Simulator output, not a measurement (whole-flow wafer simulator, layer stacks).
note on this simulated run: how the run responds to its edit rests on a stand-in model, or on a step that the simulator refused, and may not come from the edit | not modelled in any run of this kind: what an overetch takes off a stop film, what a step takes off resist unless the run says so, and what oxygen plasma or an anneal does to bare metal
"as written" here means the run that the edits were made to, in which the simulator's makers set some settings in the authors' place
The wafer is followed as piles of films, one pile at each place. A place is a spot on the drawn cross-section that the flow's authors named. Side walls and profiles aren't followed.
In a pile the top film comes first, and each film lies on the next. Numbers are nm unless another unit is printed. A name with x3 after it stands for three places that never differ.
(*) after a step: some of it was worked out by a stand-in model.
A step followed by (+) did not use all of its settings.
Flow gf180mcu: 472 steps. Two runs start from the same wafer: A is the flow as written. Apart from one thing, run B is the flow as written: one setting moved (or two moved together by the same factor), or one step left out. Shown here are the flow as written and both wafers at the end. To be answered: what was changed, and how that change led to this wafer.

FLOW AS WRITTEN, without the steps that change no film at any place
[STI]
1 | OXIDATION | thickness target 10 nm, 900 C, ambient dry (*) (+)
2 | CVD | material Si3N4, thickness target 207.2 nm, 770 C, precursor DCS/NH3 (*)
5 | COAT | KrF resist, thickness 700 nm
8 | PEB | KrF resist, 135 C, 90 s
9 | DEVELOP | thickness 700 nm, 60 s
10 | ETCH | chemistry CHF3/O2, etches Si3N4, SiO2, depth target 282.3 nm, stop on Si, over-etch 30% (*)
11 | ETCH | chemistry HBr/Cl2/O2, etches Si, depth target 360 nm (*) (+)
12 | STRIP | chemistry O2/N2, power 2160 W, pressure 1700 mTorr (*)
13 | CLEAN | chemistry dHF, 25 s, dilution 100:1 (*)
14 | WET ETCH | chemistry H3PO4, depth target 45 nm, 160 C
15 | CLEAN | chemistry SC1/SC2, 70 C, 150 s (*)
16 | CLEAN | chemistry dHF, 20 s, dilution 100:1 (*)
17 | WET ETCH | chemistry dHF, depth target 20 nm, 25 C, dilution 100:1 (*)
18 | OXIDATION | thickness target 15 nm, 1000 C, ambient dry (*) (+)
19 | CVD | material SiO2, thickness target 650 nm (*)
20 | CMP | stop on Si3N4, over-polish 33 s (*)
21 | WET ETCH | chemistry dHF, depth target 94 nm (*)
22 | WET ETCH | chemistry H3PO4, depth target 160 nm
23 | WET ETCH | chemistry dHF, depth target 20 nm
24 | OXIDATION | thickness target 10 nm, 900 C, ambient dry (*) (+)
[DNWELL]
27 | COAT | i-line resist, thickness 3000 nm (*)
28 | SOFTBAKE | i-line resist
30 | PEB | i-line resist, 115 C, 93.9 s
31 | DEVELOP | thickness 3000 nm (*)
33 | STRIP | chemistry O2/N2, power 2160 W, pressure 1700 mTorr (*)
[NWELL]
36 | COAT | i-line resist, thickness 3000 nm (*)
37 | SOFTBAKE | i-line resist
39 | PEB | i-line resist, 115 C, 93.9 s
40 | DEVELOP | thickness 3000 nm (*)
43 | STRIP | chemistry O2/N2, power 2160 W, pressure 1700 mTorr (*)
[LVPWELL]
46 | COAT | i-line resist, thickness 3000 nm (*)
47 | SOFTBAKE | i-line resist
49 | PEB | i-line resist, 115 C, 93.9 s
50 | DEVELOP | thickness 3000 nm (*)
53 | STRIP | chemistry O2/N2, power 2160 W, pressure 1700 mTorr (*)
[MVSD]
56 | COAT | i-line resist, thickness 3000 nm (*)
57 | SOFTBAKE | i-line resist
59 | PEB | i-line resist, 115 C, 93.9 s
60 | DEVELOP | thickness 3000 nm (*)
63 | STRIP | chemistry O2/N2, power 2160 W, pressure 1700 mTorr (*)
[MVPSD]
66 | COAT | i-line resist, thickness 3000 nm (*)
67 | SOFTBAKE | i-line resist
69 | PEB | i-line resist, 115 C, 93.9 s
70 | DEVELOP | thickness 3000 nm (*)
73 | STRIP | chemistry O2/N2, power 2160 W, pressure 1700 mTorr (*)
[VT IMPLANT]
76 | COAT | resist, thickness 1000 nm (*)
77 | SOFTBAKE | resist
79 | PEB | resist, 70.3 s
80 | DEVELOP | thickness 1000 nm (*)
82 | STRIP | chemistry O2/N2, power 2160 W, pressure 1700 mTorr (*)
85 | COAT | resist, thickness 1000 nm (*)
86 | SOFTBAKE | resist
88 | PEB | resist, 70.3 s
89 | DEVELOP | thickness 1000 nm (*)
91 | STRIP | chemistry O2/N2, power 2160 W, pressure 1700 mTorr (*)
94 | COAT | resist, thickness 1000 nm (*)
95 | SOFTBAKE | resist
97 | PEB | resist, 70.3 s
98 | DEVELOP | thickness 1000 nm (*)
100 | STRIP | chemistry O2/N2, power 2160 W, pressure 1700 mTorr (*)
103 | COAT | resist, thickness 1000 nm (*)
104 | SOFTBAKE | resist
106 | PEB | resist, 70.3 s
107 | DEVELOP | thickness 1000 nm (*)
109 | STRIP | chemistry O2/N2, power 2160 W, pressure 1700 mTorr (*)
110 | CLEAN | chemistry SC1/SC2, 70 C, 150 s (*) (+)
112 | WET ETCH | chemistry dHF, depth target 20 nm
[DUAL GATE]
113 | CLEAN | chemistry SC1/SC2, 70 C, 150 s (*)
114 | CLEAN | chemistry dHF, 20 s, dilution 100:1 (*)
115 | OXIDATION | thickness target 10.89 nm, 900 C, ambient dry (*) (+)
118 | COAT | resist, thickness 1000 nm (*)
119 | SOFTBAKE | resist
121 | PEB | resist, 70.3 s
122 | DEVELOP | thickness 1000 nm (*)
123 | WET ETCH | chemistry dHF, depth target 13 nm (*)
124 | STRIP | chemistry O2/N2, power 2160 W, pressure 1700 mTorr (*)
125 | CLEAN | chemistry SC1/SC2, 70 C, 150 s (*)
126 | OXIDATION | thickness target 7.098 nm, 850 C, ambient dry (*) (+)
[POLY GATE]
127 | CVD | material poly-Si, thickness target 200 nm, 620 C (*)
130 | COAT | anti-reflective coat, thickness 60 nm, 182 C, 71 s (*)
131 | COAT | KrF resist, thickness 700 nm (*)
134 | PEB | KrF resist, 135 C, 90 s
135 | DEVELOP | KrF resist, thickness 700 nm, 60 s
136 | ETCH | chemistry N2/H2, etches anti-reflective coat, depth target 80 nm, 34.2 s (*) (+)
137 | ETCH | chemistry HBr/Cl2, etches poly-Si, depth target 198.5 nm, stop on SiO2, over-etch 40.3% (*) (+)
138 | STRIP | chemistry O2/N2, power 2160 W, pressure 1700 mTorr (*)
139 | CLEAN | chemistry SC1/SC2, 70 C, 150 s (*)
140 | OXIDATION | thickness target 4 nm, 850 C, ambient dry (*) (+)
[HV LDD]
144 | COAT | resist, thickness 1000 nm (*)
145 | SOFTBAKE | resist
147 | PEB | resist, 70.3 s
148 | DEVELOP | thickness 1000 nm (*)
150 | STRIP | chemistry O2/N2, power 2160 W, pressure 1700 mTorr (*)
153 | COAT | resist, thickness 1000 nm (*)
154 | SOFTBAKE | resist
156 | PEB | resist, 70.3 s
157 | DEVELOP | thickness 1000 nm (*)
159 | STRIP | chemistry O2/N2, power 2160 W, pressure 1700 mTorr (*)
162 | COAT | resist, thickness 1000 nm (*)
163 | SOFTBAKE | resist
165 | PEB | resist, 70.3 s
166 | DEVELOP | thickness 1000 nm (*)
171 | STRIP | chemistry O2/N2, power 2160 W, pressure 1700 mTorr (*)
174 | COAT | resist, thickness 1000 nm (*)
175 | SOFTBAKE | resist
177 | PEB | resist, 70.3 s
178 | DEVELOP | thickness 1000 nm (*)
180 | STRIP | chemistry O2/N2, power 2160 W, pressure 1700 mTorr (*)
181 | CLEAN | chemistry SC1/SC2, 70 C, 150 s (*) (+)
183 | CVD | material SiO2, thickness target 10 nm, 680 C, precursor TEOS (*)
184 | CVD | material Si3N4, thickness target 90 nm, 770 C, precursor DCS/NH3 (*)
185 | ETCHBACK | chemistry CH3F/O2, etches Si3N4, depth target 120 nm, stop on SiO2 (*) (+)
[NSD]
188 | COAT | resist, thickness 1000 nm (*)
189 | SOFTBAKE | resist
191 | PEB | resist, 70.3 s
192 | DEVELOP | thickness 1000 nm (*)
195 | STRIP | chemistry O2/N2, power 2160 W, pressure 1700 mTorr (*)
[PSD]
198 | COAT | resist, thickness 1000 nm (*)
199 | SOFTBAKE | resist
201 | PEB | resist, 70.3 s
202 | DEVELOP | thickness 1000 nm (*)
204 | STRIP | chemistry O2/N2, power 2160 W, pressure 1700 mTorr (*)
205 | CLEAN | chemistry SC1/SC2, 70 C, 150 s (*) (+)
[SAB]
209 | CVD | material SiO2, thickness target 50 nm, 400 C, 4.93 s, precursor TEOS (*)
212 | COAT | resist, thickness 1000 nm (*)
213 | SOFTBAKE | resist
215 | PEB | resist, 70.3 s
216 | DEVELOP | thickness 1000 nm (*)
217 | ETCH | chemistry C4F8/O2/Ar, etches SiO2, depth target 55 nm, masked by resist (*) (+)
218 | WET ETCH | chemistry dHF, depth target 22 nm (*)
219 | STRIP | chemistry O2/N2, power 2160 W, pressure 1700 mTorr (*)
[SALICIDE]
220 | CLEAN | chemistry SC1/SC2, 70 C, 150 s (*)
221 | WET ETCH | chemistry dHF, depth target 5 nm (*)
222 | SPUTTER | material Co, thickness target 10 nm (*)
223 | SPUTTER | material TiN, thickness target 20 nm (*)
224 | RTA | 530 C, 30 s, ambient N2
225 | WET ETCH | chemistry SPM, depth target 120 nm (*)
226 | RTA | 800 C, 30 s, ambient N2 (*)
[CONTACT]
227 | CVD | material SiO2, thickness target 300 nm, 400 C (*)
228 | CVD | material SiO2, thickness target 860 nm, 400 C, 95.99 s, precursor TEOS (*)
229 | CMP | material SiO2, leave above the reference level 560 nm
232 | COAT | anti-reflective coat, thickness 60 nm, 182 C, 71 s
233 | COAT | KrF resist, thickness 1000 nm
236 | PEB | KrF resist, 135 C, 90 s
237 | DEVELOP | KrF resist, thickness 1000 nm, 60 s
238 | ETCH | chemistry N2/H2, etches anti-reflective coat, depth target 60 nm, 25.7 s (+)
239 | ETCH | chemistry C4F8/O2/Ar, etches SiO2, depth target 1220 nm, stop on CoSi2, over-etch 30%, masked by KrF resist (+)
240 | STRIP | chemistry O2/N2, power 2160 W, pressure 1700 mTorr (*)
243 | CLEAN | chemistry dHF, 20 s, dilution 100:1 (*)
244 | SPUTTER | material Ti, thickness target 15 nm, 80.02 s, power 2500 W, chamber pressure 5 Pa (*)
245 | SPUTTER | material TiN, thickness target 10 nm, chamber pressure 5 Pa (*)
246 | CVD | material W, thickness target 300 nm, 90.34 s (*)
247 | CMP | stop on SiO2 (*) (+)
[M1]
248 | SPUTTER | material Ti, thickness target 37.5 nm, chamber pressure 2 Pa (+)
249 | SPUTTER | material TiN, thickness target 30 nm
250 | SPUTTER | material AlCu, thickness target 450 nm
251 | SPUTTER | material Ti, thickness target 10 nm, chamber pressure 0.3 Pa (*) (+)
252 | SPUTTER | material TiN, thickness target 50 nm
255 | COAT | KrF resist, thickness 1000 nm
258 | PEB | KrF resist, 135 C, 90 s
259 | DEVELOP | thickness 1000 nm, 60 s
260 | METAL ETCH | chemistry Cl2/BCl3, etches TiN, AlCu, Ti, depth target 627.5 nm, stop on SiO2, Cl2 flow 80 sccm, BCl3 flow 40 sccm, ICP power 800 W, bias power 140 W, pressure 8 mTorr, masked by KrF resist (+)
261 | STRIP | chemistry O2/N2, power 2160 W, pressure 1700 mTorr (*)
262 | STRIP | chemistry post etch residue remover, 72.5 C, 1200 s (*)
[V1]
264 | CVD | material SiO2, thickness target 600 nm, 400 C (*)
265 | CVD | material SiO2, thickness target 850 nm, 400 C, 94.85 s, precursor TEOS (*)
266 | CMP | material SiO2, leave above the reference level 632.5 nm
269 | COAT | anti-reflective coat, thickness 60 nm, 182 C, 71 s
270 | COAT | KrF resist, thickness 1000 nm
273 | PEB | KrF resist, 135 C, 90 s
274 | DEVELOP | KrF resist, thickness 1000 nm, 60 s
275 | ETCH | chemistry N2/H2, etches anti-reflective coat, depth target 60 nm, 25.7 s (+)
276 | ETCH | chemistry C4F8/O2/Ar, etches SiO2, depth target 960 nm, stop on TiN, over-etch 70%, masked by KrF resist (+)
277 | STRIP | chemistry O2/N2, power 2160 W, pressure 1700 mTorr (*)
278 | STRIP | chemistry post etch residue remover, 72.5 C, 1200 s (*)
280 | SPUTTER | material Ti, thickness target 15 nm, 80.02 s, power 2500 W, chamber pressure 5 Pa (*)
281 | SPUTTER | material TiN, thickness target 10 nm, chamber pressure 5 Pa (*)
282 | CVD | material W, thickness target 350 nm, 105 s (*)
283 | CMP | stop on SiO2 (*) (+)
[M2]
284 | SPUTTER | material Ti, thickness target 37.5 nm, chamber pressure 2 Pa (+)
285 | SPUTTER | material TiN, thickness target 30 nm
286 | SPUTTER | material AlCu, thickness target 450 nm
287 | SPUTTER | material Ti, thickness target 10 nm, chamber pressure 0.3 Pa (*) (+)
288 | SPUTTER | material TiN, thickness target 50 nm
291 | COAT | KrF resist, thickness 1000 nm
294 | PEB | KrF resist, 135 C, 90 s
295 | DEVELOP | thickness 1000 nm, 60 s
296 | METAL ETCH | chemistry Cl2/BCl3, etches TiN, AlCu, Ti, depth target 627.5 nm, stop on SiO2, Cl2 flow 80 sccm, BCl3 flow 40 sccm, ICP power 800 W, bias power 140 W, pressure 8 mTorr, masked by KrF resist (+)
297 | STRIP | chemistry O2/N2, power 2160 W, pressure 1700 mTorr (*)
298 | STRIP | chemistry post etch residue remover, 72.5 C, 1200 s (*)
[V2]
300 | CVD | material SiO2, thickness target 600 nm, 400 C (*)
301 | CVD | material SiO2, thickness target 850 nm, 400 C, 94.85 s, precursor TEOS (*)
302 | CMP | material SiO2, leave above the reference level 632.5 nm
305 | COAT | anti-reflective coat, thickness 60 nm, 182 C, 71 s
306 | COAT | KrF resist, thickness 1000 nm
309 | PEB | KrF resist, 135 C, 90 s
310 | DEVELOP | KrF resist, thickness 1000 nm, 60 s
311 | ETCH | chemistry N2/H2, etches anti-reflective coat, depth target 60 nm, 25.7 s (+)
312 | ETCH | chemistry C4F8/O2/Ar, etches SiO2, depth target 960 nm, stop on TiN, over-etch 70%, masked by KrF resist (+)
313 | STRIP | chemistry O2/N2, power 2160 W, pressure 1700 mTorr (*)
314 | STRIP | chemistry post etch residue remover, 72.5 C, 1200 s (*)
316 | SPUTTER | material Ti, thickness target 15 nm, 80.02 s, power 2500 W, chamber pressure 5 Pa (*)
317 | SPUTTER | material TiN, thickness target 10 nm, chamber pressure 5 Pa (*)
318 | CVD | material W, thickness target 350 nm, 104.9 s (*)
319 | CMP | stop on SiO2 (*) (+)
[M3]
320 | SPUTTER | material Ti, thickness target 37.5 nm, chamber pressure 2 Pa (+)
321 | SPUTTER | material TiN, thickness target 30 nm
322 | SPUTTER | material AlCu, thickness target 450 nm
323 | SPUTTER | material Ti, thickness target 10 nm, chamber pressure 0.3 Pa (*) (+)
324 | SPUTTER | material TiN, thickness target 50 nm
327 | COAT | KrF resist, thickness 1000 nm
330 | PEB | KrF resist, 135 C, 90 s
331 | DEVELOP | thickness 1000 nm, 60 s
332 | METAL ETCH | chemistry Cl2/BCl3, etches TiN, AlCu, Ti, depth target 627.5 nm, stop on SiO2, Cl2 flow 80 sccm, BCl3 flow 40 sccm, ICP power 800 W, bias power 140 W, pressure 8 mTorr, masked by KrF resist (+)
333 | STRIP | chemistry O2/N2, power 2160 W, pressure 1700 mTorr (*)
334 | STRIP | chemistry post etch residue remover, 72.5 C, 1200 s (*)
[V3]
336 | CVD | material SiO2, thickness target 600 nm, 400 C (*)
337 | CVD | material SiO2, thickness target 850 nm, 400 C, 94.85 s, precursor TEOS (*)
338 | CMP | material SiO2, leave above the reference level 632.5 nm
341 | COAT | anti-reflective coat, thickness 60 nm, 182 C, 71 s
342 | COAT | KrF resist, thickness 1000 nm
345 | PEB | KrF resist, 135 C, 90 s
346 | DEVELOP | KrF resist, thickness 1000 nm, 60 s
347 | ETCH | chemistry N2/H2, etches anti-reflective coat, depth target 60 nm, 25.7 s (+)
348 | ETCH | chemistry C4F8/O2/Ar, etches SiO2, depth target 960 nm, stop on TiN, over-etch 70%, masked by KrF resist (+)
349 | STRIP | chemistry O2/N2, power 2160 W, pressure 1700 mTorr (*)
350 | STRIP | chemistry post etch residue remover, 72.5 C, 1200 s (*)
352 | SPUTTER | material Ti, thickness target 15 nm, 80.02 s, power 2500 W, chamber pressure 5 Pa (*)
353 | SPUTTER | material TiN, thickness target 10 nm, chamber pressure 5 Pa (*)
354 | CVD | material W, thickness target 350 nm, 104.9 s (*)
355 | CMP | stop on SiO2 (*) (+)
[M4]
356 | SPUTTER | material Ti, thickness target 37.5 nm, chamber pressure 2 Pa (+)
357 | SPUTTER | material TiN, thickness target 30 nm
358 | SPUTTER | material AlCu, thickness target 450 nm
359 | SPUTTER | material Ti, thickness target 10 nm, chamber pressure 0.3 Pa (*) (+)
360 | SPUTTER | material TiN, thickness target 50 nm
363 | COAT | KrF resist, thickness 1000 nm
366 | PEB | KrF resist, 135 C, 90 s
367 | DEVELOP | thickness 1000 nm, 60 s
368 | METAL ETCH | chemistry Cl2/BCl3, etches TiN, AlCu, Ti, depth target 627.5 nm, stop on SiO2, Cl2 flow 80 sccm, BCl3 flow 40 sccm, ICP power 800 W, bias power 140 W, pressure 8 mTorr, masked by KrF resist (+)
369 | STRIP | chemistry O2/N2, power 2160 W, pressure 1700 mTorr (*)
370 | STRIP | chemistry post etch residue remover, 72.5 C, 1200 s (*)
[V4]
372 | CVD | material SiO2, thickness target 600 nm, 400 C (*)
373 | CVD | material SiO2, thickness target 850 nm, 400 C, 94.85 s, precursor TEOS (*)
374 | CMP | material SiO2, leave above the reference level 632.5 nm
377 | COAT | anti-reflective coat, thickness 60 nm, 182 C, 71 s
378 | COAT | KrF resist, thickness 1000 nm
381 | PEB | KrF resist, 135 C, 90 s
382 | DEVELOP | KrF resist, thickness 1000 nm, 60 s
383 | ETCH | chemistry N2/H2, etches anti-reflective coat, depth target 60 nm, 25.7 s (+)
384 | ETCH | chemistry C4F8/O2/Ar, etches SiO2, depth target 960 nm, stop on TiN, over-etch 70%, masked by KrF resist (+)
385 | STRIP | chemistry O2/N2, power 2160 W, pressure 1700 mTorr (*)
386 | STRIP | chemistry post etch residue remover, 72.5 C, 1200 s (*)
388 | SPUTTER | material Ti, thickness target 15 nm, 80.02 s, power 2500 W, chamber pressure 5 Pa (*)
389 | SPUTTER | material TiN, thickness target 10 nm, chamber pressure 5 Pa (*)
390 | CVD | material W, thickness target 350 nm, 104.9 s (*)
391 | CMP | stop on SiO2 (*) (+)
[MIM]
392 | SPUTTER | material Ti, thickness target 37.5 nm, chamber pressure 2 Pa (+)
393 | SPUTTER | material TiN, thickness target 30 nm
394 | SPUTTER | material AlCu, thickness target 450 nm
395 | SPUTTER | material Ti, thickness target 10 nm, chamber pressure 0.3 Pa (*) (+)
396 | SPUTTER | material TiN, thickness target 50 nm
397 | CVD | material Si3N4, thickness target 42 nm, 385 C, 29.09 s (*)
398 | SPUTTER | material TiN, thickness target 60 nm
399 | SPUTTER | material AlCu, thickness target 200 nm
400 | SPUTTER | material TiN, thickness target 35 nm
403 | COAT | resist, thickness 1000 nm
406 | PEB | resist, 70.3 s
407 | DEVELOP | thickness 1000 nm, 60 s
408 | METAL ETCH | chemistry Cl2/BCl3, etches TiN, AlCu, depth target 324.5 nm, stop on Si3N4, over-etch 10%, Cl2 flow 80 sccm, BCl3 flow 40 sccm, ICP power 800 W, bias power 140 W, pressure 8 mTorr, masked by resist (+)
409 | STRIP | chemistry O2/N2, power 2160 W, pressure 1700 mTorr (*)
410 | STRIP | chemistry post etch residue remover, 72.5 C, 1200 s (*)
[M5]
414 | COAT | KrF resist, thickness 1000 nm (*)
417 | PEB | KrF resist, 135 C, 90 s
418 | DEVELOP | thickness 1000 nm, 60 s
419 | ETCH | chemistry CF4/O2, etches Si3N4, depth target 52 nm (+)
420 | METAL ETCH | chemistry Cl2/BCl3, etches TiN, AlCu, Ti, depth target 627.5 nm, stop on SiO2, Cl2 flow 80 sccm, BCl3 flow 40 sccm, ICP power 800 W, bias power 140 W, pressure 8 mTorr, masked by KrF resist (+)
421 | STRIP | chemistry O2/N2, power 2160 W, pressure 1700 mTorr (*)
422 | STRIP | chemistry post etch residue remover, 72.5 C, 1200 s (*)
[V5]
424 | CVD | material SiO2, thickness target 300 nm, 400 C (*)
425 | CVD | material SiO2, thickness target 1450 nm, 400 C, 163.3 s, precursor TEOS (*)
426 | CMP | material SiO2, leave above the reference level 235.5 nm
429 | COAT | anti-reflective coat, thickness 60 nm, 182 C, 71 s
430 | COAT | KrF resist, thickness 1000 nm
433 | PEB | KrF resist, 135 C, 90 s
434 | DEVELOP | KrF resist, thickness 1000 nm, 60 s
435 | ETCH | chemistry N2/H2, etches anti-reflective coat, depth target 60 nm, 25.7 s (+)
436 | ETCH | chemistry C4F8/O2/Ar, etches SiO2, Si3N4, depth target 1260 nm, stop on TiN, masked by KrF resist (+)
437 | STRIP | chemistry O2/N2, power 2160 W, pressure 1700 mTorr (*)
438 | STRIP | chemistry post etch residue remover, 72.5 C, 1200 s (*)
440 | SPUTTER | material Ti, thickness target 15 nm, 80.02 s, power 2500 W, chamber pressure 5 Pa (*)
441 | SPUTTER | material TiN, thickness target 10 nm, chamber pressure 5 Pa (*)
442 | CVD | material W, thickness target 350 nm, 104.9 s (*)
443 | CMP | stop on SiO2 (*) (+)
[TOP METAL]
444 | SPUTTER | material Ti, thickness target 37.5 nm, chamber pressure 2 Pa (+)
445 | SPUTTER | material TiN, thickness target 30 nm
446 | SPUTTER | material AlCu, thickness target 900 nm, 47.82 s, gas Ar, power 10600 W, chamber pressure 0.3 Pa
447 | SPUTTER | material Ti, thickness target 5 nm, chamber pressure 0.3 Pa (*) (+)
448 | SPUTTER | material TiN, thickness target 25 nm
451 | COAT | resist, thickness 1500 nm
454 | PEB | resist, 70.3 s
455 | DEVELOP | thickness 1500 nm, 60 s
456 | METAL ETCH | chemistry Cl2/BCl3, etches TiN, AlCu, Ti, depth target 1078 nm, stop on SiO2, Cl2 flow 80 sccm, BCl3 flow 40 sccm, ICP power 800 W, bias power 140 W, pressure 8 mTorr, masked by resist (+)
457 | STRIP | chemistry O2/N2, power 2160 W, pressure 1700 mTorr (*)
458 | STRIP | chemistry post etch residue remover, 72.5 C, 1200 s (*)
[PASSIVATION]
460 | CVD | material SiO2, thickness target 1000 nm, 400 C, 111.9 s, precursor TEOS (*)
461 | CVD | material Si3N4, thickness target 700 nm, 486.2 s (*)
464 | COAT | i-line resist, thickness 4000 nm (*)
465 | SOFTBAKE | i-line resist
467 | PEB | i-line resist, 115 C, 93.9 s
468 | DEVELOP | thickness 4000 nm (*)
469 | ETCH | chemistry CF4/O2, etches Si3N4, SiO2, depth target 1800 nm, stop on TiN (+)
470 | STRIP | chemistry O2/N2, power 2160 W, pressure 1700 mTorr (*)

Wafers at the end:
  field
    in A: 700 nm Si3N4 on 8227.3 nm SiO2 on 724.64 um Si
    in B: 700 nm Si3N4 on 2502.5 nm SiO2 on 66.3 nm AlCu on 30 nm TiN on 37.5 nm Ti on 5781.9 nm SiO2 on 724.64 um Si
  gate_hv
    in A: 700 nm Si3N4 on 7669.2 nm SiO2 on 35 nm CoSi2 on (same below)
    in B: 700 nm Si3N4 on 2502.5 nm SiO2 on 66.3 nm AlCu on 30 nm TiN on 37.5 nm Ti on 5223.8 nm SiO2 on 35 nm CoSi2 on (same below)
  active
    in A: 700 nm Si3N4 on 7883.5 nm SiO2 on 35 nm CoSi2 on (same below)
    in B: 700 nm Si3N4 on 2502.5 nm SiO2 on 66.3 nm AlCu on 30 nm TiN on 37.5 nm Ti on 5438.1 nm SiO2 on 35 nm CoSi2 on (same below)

What caused this: step 394, SPUTTER: thickness target 641 nm was run, though the flow has thickness target 450 nm.

How this came from the change, step by step:
  394 | SPUTTER | material AlCu, thickness target 450 nm
      field, field__w1, field__w2 and 108 more: A AlCu gains 450 (new film) | B AlCu gains 641 (new film)
  420 | METAL ETCH | chemistry Cl2/BCl3, etches TiN, AlCu, Ti, depth target 627.5 nm, stop on SiO2, Cl2 flow 80 sccm, BCl3 flow 40 sccm, ICP power 800 W, bias power 140 W, pressure 8 mTorr, masked by KrF resist (+)
      field, field__w1, field__w2 and 101 more: A TiN loses 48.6 (all of it), Ti loses 10 (all of it), AlCu loses 450 (all of it), TiN loses 30 (all of it), Ti loses 37.5 (all of it) | B TiN loses 48.6 (all of it), Ti loses 10 (all of it), AlCu loses 568.9
  422 | STRIP | chemistry post etch residue remover, 72.5 C, 1200 s (*)
      field, field__w1, field__w2 and 101 more: A nothing | B AlCu loses 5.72
  424 | CVD | material SiO2, thickness target 300 nm, 400 C (*)
      field, field__w1, field__w2 and 101 more: A SiO2 gains 300 | B SiO2 gains 300 (new film)
  426 | CMP | material SiO2, leave above the reference level 235.5 nm
      field, field__w1, field__w5 and 92 more: A SiO2 loses 300.8 | B SiO2 loses 243.7
      field__w2, field__w3, field__w12 and 6 more: A SiO2 loses 272.7 | B SiO2 loses 212.9
If metal films that touch count as one body, field has 1 body; the flow as written gives 0 bodies.
If metal films that touch count as one body, gate_hv has 2 bodies (between them, from the top down: SiO2 5223.8); the flow as written gives 1 body.
If metal films that touch count as one body, active has 2 bodies (between them, from the top down: SiO2 5438.1); the flow as written gives 1 body.
